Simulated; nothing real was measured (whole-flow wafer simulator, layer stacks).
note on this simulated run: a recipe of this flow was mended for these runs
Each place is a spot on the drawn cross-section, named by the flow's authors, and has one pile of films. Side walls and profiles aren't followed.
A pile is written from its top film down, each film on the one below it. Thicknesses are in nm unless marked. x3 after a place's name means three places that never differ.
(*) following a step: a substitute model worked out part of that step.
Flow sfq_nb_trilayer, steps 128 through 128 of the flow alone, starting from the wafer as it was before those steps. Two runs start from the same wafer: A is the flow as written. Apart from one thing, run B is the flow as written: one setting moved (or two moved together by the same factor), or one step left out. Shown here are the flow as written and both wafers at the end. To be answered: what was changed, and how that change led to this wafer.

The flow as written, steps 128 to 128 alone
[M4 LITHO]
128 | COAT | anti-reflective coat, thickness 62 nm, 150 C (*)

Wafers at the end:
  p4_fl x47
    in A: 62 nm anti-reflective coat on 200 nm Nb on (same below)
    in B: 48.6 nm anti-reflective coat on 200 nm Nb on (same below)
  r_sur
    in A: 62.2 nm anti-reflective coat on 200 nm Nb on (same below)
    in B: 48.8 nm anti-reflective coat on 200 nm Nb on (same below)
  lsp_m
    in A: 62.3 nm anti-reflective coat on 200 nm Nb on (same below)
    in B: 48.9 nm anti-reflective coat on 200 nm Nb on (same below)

The reason: step 128, COAT: thickness 48.6 nm was run, while the flow as written has thickness 62 nm.
The wafer itself shows it: p4_fl x47 has anti-reflective coat 48.6, and step 128 as written asks for 62 nm.

The path from the change to this, step by step:
  128 | COAT | anti-reflective coat, thickness 62 nm, 150 C (*)
      p4_fl x47, p4_w1 x9, wl_j_sl x15, wl_d_m1, l0r_line_l x3, m0r_space_l x2: A +62 anti-reflective coat (new film) | B +48.6 anti-reflective coat (new film)
      r_sur, res, r_end, moat, field_r: A +62.2 anti-reflective coat (new film) | B +48.8 anti-reflective coat (new film)
      (and at 24 other places as well)
